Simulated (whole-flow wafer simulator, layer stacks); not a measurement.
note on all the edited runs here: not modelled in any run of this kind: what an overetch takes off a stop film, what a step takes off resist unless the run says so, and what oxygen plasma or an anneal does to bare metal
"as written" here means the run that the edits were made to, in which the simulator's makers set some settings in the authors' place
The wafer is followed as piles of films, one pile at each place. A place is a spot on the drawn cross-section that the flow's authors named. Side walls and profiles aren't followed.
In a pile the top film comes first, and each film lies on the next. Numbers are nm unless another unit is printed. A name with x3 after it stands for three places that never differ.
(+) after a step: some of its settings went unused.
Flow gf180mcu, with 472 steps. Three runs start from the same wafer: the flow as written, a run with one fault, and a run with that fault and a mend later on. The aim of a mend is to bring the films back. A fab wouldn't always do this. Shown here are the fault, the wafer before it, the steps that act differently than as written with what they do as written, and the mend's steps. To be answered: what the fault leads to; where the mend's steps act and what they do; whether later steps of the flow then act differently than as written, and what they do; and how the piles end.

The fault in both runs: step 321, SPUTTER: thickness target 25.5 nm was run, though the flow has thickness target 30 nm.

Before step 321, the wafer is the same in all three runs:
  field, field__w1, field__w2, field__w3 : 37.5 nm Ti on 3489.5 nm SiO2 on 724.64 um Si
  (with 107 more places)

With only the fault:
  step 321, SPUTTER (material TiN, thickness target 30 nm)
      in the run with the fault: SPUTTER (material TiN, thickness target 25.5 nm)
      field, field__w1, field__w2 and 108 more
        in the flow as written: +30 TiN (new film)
        in the run with the fault: +25.5 TiN (new film)
  Steps later in the flow that act otherwise than as written (1 other step is not shown; it differs only slightly, by no more than 2% or 0.5 nm, whichever is larger):
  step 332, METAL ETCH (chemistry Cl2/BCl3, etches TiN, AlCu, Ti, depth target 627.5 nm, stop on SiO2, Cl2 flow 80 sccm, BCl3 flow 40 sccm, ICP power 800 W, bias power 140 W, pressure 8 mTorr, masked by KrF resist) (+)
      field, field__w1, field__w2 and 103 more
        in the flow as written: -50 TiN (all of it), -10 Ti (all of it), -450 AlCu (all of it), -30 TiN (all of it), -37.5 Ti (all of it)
        in the run with the fault: -50 TiN (all of it), -10 Ti (all of it), -450 AlCu (all of it), -25.5 TiN (all of it), -37.5 Ti (all of it)
  At field__w8, contact, m1, m1__w1, m1_nw, the piles at the end differ from the flow's by more than 2% or 0.5 nm, whichever is larger.
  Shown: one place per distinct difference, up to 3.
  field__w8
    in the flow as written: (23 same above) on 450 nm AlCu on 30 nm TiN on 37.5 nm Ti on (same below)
    in the run with the fault: (23 same above) on 450 nm AlCu on 25.5 nm TiN on 37.5 nm Ti on (same below)
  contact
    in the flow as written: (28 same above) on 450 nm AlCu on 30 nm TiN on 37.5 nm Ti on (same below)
    in the run with the fault: (28 same above) on 450 nm AlCu on 25.5 nm TiN on 37.5 nm Ti on (same below)

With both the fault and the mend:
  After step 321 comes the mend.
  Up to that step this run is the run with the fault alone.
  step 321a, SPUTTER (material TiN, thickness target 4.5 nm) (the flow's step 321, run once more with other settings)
      field, field__w1, field__w2 and 108 more
        +4.5 TiN
  Later steps of the flow that are run all act as written at every place that is followed.
  At every place that both follow, the piles at the end match the flow's.
